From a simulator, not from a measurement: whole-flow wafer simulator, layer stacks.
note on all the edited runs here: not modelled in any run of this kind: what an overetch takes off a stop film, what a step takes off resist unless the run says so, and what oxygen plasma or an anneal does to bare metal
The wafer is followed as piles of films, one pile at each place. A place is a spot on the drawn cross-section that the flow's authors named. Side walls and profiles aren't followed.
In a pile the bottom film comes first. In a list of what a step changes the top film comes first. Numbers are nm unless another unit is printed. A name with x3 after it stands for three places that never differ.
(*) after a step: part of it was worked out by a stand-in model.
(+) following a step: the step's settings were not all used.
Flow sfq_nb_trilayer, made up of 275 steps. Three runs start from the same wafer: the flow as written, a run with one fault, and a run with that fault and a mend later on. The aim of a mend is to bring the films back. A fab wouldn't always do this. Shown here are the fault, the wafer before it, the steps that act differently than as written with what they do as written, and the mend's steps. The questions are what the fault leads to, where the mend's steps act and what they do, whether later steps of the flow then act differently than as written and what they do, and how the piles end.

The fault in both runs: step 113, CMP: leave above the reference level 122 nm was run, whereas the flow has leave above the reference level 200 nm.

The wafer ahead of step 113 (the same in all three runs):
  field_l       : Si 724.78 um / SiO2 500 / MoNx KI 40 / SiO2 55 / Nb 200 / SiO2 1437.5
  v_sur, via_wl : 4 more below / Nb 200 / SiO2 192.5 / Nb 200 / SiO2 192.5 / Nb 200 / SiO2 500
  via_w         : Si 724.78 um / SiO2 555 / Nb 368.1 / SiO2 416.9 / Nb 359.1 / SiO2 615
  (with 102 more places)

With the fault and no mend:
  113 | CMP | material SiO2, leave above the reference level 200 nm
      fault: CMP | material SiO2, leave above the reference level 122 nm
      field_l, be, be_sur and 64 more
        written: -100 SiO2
        fault: -178 SiO2
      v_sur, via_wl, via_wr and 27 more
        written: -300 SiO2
        fault: -378 SiO2
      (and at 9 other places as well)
  Later steps of the flow acting differently than as written (3 other steps are not shown; they differ only slightly, by no more than 2% or 0.5 nm, whichever is larger):
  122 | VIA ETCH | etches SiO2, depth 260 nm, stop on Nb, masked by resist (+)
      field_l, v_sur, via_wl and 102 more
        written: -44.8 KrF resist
        fault: -31.5 KrF resist
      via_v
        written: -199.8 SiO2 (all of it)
        fault: -121.8 SiO2 (all of it)
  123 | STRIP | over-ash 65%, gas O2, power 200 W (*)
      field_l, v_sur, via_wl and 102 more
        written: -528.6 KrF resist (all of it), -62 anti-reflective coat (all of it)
        fault: -541.9 KrF resist (all of it), -62 anti-reflective coat (all of it)
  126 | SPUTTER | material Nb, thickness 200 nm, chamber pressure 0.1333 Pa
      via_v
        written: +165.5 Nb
        fault: +182.8 Nb
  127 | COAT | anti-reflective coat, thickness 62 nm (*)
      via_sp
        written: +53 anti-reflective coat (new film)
        fault: +54.7 anti-reflective coat (new film)
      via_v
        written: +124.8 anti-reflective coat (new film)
        fault: +106.7 anti-reflective coat (new film)
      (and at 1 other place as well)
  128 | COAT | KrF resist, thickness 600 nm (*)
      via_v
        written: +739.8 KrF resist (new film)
        fault: +675.4 KrF resist (new film)
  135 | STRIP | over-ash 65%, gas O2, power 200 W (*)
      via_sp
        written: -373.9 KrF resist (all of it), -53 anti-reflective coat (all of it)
        fault: -379.1 KrF resist (all of it), -54.7 anti-reflective coat (all of it)
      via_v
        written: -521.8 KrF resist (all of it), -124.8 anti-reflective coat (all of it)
        fault: -457.6 KrF resist (all of it), -106.7 anti-reflective coat (all of it)
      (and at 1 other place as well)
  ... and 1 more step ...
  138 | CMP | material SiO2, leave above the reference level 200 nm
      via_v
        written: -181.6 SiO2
        fault: -161.8 SiO2
  At field_l, v_sur, via_wl and 103 more, the piles at the end differ from the flow's by more than 2% or 0.5 nm, whichever is larger.
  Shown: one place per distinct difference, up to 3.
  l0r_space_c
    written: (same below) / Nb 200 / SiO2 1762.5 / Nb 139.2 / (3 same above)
    fault: (same below) / Nb 200 / SiO2 1684.5 / Nb 139.2 / (3 same above)
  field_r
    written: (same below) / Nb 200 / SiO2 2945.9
    fault: (same below) / Nb 200 / SiO2 2867.9
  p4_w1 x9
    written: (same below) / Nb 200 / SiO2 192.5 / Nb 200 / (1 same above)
    fault: (same below) / Nb 200 / SiO2 114.5 / Nb 200 / (1 same above)

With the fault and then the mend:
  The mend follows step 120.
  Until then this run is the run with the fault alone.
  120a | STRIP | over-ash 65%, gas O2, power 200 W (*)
      field_l, v_sur, via_wl and 102 more
        -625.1 KrF resist (all of it), -62 anti-reflective coat (all of it)
      via_v
        -62 anti-reflective coat (all of it)
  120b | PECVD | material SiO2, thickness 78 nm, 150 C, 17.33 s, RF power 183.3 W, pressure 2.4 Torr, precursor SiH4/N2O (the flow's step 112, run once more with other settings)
      field_l, v_sur, via_wl and 103 more
        +78 SiO2
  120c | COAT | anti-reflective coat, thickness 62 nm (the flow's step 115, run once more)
      field_l, v_sur, via_wl and 103 more
        +62 anti-reflective coat (new film)
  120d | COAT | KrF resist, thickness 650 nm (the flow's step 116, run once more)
      field_l, v_sur, via_wl and 103 more
        +650 KrF resist (new film)
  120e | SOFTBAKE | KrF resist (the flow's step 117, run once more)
      does not change any film at any place that is followed
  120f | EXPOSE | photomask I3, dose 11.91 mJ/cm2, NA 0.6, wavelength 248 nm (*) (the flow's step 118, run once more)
      does not change any film at any place that is followed
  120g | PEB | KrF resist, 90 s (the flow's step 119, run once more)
      field_l, v_sur, via_wl and 103 more
        -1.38 KrF resist
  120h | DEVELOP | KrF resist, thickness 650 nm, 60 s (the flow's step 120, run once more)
      field_l, v_sur, via_wl and 102 more
        -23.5 KrF resist
      via_v
        -648.6 KrF resist (all of it)
  None of the later steps of the flow acts differently than as written at any place that is followed.
  By the end, the piles equal the flow's at every place that both follow.
